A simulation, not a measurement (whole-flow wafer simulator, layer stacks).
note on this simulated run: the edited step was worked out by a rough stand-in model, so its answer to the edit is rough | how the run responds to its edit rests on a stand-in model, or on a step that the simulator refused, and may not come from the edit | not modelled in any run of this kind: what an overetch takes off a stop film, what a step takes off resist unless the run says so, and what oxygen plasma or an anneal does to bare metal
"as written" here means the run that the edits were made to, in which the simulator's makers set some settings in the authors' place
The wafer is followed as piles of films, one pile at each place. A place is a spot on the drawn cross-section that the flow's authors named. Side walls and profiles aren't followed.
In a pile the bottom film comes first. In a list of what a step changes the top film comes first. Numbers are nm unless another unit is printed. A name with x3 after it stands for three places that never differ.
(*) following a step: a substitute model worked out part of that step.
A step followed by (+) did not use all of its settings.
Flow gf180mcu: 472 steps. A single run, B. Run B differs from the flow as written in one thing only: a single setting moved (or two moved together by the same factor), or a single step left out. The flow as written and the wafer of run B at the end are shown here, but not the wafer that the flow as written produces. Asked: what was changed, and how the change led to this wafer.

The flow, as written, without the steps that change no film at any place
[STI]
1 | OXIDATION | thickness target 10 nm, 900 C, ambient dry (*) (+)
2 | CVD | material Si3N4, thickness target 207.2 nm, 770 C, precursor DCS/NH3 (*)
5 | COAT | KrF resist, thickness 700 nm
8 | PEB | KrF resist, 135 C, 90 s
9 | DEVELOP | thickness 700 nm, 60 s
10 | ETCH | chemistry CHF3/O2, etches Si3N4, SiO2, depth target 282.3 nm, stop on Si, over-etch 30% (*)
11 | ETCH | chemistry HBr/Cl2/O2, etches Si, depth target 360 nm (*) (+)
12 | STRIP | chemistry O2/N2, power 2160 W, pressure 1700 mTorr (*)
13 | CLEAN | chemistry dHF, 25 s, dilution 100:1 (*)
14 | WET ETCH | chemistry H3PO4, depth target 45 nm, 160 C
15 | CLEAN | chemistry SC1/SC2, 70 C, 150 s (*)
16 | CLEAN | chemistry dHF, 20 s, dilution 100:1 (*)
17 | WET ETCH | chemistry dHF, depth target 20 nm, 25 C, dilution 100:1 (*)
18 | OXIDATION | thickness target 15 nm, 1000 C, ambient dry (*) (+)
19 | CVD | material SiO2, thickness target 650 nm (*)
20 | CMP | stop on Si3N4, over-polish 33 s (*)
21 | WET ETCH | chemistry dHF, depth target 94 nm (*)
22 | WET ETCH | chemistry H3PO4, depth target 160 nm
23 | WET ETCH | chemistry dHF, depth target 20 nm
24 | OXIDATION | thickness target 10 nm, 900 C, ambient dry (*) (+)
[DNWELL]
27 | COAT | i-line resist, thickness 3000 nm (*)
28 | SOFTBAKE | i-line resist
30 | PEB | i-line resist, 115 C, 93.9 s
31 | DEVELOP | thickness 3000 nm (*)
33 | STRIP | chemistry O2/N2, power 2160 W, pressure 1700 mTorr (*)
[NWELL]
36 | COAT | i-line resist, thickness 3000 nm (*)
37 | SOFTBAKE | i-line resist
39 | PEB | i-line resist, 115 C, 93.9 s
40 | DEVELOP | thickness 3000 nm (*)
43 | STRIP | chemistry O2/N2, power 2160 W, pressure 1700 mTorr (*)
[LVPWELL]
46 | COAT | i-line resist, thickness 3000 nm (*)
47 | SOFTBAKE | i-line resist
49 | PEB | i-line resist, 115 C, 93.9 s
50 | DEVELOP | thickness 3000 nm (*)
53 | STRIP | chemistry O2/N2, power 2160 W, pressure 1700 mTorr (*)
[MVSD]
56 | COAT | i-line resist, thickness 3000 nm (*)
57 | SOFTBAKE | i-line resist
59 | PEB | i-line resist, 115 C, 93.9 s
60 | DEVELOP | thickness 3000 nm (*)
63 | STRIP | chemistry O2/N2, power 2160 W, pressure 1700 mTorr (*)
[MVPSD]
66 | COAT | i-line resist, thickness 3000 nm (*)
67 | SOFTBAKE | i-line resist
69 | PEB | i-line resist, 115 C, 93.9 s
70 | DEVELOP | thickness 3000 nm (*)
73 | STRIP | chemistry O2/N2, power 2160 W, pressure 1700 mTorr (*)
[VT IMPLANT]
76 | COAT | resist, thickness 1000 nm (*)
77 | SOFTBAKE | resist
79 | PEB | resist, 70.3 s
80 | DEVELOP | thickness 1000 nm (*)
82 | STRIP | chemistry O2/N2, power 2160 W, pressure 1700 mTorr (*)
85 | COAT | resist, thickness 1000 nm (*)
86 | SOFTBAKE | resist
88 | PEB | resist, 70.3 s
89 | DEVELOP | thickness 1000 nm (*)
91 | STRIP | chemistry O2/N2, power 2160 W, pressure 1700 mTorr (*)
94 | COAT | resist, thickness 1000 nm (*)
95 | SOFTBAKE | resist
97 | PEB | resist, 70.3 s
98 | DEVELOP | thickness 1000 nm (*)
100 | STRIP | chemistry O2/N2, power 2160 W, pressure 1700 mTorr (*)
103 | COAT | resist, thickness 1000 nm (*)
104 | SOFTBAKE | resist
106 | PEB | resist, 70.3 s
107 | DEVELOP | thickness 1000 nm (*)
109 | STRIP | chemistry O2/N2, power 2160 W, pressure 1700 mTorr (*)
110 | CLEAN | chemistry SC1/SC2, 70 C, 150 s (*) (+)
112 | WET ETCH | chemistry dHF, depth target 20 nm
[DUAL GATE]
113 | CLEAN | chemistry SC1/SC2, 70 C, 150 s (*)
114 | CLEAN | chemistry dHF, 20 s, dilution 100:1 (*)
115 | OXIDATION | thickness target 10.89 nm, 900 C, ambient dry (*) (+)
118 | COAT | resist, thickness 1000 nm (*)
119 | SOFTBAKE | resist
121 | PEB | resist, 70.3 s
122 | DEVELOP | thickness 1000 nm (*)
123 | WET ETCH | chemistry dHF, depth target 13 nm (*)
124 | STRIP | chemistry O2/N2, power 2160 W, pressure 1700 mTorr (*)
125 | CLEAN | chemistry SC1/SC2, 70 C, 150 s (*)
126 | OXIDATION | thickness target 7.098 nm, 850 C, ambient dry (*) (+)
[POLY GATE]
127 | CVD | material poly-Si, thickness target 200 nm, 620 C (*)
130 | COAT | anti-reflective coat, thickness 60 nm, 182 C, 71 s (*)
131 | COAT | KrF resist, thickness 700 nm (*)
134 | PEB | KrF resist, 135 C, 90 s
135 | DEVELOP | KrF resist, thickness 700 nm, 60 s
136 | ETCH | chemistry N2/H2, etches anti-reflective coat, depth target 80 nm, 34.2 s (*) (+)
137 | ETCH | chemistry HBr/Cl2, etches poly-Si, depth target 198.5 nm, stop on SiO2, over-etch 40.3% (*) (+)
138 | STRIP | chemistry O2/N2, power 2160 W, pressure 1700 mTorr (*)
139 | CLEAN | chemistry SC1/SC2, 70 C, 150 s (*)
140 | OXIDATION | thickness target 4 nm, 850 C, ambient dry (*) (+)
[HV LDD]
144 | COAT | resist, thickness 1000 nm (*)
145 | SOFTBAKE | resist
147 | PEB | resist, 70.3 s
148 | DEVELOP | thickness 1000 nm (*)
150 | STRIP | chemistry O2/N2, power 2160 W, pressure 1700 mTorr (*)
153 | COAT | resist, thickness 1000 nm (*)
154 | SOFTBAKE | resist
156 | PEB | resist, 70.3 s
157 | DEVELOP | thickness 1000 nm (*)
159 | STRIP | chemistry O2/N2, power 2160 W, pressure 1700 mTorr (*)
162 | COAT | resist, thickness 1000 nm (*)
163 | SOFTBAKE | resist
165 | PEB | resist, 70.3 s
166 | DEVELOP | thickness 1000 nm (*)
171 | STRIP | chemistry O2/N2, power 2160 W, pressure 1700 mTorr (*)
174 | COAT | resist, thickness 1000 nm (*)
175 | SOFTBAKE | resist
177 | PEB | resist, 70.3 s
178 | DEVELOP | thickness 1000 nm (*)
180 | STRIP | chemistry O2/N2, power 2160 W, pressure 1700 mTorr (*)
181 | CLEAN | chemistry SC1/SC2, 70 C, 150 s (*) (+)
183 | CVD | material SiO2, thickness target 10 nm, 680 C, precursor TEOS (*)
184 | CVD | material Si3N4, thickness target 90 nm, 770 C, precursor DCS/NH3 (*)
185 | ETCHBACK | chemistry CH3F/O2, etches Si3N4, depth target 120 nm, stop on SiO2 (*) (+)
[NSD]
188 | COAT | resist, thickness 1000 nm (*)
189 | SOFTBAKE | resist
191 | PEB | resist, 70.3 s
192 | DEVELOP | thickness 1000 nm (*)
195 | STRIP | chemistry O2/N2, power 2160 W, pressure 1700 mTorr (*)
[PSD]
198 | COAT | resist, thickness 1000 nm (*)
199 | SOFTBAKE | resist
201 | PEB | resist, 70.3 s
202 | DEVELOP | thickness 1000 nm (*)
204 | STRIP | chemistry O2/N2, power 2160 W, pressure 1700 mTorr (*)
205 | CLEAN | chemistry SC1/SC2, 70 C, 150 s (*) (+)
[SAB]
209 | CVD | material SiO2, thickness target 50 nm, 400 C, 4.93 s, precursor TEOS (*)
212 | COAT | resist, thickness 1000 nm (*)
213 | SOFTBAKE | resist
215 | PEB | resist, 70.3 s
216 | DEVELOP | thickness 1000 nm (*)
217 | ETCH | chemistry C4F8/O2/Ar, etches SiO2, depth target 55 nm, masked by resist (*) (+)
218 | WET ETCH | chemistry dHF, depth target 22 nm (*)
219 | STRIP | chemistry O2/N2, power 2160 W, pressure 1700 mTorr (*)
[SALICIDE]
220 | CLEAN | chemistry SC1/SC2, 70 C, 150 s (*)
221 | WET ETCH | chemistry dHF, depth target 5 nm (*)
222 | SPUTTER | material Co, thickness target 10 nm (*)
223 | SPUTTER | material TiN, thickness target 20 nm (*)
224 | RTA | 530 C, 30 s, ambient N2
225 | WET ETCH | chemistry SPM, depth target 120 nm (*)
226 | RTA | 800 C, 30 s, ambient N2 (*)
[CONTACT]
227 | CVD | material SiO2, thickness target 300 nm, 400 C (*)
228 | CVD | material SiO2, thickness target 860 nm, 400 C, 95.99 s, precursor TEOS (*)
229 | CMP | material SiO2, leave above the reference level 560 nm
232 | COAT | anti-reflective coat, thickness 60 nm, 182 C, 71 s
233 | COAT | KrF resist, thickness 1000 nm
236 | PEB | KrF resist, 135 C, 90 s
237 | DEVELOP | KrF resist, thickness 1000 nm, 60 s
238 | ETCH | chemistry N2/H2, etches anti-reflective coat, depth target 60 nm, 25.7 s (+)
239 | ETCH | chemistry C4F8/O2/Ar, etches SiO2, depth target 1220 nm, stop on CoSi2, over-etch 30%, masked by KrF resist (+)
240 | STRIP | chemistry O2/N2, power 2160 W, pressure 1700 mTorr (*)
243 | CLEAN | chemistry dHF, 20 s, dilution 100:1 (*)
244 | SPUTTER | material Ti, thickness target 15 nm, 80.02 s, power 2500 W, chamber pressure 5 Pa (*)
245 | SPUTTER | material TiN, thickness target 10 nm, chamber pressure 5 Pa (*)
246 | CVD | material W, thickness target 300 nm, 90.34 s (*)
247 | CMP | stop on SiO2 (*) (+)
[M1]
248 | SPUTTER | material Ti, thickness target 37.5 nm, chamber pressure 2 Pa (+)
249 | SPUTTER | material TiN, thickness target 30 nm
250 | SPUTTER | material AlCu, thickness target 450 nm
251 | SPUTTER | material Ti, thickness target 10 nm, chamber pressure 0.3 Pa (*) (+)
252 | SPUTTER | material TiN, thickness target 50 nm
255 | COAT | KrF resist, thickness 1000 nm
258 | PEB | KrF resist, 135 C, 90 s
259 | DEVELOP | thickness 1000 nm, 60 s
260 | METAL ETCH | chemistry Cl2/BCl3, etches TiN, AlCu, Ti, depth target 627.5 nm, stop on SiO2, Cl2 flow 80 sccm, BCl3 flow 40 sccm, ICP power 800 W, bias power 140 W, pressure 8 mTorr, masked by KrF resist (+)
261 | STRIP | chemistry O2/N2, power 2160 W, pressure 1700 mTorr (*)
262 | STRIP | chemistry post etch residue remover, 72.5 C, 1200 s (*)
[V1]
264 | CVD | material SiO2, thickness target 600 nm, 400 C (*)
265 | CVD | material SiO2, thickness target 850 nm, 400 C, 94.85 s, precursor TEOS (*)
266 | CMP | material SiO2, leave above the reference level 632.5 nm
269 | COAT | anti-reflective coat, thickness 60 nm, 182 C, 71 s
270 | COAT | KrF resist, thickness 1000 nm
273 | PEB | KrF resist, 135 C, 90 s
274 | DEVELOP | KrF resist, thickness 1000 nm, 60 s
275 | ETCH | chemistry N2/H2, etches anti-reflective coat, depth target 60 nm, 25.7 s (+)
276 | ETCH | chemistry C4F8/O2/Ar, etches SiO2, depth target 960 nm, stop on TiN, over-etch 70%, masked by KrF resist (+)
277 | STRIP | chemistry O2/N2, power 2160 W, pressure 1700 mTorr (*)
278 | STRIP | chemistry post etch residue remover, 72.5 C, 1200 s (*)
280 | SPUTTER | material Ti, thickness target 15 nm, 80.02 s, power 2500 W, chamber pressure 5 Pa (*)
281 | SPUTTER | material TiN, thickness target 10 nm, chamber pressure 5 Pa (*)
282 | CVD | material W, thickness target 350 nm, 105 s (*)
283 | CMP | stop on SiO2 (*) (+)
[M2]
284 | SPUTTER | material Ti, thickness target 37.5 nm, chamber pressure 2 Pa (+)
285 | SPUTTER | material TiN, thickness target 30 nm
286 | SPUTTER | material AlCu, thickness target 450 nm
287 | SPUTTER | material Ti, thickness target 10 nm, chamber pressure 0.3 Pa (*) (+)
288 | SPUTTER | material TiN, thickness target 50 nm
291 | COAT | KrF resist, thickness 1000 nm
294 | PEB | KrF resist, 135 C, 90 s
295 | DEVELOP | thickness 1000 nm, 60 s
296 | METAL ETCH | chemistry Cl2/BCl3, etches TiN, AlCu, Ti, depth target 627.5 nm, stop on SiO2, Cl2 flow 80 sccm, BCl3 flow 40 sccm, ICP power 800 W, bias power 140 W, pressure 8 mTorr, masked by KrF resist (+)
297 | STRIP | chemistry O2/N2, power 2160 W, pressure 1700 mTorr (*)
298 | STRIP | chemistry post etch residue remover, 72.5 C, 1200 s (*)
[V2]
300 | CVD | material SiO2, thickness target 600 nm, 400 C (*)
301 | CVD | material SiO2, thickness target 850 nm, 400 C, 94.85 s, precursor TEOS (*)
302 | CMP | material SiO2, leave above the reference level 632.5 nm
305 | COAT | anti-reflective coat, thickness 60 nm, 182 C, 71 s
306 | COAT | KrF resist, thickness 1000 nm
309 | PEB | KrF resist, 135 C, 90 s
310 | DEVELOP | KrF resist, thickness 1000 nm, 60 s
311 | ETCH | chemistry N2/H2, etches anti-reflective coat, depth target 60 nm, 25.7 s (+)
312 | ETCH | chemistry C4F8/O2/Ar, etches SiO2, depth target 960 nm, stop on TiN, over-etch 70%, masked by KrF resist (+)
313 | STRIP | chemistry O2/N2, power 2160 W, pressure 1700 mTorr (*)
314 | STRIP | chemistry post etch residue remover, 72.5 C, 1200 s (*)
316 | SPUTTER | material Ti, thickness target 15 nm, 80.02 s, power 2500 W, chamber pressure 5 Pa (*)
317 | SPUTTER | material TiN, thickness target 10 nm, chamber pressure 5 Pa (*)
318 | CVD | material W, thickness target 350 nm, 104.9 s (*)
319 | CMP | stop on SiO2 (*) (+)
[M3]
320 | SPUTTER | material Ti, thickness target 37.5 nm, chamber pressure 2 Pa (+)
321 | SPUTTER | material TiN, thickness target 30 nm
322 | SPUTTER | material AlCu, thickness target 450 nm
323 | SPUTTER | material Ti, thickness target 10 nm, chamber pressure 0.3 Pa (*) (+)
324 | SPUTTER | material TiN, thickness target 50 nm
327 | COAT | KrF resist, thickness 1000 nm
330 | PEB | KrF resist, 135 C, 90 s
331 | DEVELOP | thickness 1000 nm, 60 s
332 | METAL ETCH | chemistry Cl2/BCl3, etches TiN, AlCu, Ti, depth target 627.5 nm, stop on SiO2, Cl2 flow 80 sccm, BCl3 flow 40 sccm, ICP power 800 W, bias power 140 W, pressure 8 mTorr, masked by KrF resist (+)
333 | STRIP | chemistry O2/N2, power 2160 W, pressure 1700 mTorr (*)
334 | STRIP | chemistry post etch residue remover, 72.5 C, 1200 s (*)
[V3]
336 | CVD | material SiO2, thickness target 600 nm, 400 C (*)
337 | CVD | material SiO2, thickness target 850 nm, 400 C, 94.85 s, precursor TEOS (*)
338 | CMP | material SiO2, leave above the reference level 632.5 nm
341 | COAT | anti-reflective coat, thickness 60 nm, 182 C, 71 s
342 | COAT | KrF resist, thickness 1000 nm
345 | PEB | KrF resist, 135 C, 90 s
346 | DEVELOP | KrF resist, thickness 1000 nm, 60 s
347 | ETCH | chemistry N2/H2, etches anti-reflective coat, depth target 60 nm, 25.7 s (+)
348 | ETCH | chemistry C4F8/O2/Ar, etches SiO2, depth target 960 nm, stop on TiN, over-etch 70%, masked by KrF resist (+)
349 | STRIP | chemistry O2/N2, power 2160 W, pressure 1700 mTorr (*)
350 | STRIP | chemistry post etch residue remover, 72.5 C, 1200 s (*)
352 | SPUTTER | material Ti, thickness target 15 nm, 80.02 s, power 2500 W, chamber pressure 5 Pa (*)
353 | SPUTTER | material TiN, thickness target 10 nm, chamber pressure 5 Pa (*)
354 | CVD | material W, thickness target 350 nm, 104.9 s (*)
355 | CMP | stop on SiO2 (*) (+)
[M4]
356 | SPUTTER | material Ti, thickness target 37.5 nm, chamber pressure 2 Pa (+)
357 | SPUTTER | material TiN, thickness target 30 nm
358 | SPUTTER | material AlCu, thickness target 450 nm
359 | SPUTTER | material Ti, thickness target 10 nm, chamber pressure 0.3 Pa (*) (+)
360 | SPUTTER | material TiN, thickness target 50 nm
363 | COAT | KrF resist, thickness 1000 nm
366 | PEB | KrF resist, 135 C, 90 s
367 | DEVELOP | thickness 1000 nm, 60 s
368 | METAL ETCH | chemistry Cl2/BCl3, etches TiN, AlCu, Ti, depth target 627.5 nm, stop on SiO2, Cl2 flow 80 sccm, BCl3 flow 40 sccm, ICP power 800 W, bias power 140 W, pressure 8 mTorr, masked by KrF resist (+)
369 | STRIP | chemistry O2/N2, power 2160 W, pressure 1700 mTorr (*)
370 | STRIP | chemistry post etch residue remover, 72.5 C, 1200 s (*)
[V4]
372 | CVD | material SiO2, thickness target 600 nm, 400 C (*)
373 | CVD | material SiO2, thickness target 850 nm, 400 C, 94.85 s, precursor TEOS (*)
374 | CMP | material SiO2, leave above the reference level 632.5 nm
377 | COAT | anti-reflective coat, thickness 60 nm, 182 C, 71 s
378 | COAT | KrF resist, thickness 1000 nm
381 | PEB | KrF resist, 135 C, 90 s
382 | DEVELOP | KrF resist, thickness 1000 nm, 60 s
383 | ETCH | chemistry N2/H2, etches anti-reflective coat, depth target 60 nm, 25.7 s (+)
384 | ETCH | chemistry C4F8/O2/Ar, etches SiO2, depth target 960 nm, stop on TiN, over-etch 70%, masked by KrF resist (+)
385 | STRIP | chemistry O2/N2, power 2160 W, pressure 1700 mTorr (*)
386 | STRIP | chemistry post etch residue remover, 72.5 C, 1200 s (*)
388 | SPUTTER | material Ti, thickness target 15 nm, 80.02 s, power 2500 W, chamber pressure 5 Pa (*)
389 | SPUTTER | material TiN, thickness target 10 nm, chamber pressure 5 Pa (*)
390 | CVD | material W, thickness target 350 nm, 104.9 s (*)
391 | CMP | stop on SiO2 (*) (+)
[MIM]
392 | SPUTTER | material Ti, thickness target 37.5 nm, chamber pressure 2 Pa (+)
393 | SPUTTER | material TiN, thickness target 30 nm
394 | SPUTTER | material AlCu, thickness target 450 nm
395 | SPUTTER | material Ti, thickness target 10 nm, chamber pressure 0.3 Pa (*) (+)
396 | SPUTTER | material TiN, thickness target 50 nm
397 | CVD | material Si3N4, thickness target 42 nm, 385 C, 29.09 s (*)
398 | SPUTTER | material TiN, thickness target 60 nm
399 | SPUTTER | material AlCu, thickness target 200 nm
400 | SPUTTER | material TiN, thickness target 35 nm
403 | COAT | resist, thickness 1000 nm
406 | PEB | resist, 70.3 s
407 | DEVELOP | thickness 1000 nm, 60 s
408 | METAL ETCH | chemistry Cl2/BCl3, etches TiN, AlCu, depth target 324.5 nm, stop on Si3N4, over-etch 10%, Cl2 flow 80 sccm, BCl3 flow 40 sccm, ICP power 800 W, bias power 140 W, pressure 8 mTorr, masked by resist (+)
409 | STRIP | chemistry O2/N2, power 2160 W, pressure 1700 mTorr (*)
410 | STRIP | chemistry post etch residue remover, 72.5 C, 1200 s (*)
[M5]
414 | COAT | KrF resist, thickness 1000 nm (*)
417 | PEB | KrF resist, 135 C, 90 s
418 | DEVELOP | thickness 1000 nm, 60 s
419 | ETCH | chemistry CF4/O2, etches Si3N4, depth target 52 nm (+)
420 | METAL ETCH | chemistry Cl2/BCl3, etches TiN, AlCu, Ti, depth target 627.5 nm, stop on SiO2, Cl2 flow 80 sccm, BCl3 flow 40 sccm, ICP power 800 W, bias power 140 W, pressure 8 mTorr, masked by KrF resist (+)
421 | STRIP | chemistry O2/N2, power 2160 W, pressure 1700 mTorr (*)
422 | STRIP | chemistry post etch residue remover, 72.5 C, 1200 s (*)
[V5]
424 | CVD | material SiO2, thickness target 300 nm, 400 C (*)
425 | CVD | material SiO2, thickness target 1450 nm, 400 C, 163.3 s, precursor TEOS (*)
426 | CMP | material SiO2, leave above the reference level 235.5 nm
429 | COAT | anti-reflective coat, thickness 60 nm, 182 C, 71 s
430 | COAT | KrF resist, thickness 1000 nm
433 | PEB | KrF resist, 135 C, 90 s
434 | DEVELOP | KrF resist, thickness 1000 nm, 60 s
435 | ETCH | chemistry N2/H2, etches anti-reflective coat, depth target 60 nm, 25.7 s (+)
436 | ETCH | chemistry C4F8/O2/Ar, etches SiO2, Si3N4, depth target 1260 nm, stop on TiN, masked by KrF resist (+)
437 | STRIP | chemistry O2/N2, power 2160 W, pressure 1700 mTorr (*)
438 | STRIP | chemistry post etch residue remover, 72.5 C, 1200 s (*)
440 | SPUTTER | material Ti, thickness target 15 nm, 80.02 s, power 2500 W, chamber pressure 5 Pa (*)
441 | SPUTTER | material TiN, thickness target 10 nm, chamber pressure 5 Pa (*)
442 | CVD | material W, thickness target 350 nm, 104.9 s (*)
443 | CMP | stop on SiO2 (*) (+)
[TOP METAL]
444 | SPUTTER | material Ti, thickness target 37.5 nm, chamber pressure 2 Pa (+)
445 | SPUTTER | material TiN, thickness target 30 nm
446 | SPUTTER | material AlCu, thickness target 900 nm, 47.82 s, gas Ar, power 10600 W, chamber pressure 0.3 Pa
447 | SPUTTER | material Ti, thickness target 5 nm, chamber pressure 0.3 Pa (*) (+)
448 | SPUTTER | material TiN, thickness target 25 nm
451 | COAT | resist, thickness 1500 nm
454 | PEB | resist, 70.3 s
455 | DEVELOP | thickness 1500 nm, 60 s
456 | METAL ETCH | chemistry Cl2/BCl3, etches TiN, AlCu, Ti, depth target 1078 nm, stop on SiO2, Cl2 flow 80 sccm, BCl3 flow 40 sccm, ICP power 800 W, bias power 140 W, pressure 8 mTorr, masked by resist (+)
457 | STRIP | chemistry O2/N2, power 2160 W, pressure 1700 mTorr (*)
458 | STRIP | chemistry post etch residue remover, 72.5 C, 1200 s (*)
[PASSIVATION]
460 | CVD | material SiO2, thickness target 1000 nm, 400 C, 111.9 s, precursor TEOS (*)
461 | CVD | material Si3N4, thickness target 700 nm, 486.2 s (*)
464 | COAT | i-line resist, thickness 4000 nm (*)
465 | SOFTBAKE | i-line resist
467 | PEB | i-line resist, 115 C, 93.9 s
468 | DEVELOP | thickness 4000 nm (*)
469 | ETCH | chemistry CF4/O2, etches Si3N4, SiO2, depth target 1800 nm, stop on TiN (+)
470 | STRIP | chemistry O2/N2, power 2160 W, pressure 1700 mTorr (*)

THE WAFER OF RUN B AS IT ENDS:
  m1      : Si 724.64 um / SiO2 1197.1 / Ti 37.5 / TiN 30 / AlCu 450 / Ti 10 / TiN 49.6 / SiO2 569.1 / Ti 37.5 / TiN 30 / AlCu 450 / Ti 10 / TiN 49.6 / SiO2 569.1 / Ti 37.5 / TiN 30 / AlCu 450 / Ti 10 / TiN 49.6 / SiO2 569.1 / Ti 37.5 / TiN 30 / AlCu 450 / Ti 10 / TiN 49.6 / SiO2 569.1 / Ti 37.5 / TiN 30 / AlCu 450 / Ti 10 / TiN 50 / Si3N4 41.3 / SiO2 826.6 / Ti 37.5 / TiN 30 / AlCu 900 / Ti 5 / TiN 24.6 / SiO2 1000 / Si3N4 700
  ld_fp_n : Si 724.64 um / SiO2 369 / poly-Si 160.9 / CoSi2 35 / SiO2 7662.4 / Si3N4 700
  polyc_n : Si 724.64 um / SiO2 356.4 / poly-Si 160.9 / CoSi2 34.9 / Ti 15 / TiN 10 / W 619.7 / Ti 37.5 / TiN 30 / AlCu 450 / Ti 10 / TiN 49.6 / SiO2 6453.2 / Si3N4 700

Cause: step 21, WET ETCH: depth target 106 nm was run, while the flow as written has depth target 94 nm.

Step by step, how the change led to this:
  21 | WET ETCH | chemistry dHF, depth target 94 nm (*)
      active, n_well, p_well and 40 more: -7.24 Si3N4 (as written it would have been: -6.43 Si3N4)
      field, field_sub, sti and 34 more: -106 SiO2 (as written it would have been: -94 SiO2)
  28 | SOFTBAKE | i-line resist
      nw_enc_fld: +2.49 i-line resist (as written it would have been: -1.36 i-line resist)
      ldn_fp, ldn_drn: +3.4 i-line resist (as written it would have been: +4.83 i-line resist)
      (also at 38 further places)
  37 | SOFTBAKE | i-line resist
      nw_enc_fld: +2.49 i-line resist (as written it would have been: -1.36 i-line resist)
      ldn_fp, ldn_drn: +3.4 i-line resist (as written it would have been: +4.83 i-line resist)
      (also at 38 further places)
  47 | SOFTBAKE | i-line resist
      nw_enc_fld: +2.49 i-line resist (as written it would have been: -1.36 i-line resist)
      ldn_fp, ldn_drn: +3.4 i-line resist (as written it would have been: +4.83 i-line resist)
      (also at 38 further places)
  57 | SOFTBAKE | i-line resist
      nw_enc_fld: +2.49 i-line resist (as written it would have been: -1.36 i-line resist)
      ldn_fp, ldn_drn: +3.4 i-line resist (as written it would have been: +4.83 i-line resist)
      (also at 38 further places)
  67 | SOFTBAKE | i-line resist
      nw_enc_fld: +2.49 i-line resist (as written it would have been: -1.36 i-line resist)
      ldn_fp, ldn_drn: +3.4 i-line resist (as written it would have been: +4.83 i-line resist)
      (also at 38 further places)
  77 | SOFTBAKE | resist
      gate_p_hv: +1.13 resist (as written it would have been: +1.75 resist)
      iso_ptap_sub: +1.34 resist (as written it would have been: +1.9 resist)
      (also at 1 further place)
  86 | SOFTBAKE | resist
      gate_p_hv: +1.13 resist (as written it would have been: +1.75 resist)
      iso_ptap_sub: +1.34 resist (as written it would have been: +1.9 resist)
      (also at 1 further place)
  95 | SOFTBAKE | resist
      gate_p_hv: +1.13 resist (as written it would have been: +1.75 resist)
      iso_ptap_sub: +1.34 resist (as written it would have been: +1.9 resist)
      (also at 1 further place)
  104 | SOFTBAKE | resist
      gate_p_hv: +1.13 resist (as written it would have been: +1.75 resist)
      iso_ptap_sub: +1.34 resist (as written it would have been: +1.9 resist)
      (also at 1 further place)
  119 | SOFTBAKE | resist
      field_sub: -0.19 resist (as written it would have been: -0.73 resist)
      gate_p_hv: +0.2 resist (as written it would have been: +0.83 resist)
      (also at 1 further place)
  130 | COAT | anti-reflective coat, thickness 60 nm, 182 C, 71 s (*)
      p_well, spacer, sd_n: +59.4 anti-reflective coat (new film) (as written it would have been: +70.9 anti-reflective coat (new film))
      ldn_ch, ldp_ch: +62.6 anti-reflective coat (new film) (as written it would have been: +66.7 anti-reflective coat (new film))
      (also at 71 further places)
  136 | ETCH | chemistry N2/H2, etches anti-reflective coat, depth target 80 nm, 34.2 s (*) (+)
      p_well, spacer, sd_n: -59.4 anti-reflective coat (all of it), -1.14 poly-Si (as written it would have been: -70.9 anti-reflective coat (all of it), -0.85 poly-Si)
      field__w1: -56.7 anti-reflective coat (all of it), -1.21 poly-Si (as written it would have been: -50.8 anti-reflective coat (all of it), -1.37 poly-Si)
      (also at 51 further places)
  138 | STRIP | chemistry O2/N2, power 2160 W, pressure 1700 mTorr (*)
      gate: +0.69 chemical SiO2 (new film), -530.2 KrF resist (all of it), -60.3 anti-reflective coat (all of it), -0.3 poly-Si (as written it would have been: +0.68 chemical SiO2 (new film), -531.7 KrF resist (all of it), -65.5 anti-reflective coat (all of it), -0.3 poly-Si)
      gate_hv: +0.69 chemical SiO2 (new film), -525.4 KrF resist (all of it), -59.2 anti-reflective coat (all of it), -0.3 poly-Si (as written it would have been: +0.68 chemical SiO2 (new film), -528.4 KrF resist (all of it), -61 anti-reflective coat (all of it), -0.3 poly-Si)
      (also at 19 further places)
  144 | COAT | resist, thickness 1000 nm (*)
      field__w6: +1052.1 resist (new film) (as written it would have been: +1022.5 resist (new film))
  145 | SOFTBAKE | resist
      field: +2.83 resist (as written it would have been: -0.3 resist)
      nw_enc_fld_lv__w3: -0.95 resist (as written it would have been: +2.63 resist)
      (also at 7 further places)
  ... 20 other steps ...
  229 | CMP | material SiO2, leave above the reference level 560 nm
      ldn_sep__w1, ldn_sep__w2, ldn_dft and 6 more: -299 SiO2 (as written it would have been: -311 SiO2)
      sti, mim_1p0, pad, dice_street, iso_nw_fld, iso_fld_sub: -284.9 SiO2 (as written it would have been: -296.8 SiO2)
      (also at 52 further places)
